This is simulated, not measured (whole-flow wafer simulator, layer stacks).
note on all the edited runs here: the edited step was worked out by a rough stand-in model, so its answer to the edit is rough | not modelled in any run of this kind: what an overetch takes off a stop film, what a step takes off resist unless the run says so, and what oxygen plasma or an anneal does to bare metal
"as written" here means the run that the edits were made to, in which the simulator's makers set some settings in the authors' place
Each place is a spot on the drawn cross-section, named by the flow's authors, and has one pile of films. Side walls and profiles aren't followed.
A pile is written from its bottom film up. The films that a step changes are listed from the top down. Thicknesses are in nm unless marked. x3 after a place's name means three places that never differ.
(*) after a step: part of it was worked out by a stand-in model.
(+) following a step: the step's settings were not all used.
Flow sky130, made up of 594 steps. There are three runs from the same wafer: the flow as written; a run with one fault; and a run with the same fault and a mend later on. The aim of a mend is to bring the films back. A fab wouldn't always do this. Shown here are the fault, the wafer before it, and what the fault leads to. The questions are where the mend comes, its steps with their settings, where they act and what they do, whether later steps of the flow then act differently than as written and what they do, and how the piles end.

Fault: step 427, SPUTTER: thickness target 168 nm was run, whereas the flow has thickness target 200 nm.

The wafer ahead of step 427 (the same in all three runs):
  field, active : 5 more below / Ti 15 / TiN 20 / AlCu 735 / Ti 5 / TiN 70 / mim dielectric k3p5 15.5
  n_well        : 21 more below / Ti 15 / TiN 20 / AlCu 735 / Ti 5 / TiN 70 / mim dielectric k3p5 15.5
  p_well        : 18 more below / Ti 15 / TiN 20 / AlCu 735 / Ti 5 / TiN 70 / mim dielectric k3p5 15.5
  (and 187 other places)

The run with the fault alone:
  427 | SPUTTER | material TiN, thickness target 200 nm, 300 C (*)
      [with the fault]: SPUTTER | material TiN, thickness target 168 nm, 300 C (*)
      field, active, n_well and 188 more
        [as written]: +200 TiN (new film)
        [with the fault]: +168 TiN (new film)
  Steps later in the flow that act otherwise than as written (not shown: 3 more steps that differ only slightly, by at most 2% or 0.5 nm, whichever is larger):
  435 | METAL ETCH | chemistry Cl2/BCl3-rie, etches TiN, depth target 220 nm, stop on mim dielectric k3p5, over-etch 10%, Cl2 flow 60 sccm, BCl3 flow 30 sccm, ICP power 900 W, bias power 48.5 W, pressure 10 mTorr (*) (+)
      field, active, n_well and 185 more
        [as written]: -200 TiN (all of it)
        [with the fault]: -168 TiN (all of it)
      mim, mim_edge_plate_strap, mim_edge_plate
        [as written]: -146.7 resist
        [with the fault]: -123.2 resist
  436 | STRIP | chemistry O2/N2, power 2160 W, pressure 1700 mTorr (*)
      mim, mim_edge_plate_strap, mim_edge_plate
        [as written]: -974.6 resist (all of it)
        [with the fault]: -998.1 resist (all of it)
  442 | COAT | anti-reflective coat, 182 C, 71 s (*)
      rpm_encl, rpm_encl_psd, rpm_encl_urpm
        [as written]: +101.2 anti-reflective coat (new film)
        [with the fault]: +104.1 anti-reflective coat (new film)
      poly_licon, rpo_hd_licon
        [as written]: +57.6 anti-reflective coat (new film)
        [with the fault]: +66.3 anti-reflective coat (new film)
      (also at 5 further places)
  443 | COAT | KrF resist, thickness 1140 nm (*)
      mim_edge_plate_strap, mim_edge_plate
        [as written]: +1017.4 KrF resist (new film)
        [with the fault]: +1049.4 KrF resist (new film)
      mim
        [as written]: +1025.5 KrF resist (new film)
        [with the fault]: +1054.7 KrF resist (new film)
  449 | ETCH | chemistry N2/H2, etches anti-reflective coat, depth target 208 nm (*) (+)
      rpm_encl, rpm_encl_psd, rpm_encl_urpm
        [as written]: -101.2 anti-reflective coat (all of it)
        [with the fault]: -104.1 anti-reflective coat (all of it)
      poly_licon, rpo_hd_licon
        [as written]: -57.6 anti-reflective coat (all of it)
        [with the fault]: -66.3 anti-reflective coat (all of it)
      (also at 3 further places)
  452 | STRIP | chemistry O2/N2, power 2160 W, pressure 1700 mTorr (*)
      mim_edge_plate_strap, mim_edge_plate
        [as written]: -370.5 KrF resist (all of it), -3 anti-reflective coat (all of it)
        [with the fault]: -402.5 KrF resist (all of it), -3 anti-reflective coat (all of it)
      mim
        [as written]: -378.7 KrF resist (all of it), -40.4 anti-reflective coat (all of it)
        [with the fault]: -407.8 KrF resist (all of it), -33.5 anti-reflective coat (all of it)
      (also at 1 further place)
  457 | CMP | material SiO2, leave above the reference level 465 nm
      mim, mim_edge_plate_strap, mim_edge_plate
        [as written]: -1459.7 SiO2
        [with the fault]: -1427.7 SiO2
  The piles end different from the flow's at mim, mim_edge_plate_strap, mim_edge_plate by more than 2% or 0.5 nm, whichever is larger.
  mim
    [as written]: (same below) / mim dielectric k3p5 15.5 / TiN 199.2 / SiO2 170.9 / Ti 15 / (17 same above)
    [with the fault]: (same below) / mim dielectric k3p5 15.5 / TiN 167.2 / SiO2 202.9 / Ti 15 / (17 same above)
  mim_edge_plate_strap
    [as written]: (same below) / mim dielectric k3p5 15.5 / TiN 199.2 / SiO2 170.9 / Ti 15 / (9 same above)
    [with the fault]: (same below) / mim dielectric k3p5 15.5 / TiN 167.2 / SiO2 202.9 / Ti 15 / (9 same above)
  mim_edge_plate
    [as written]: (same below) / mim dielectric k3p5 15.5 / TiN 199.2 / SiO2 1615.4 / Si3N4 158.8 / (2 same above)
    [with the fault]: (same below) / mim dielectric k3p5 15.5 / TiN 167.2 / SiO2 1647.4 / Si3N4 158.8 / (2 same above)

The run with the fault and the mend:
  The mend follows step 427.
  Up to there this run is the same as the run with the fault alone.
  427a | SPUTTER | material TiN, thickness target 32 nm, 300 C (*) (a further turn of the flow's step 427, with different settings)
      field, active, n_well and 188 more
        +32 TiN
  Later steps of the flow that are run all act as written at every place that is followed.
  The piles end the same as the flow's at every place that both follow.
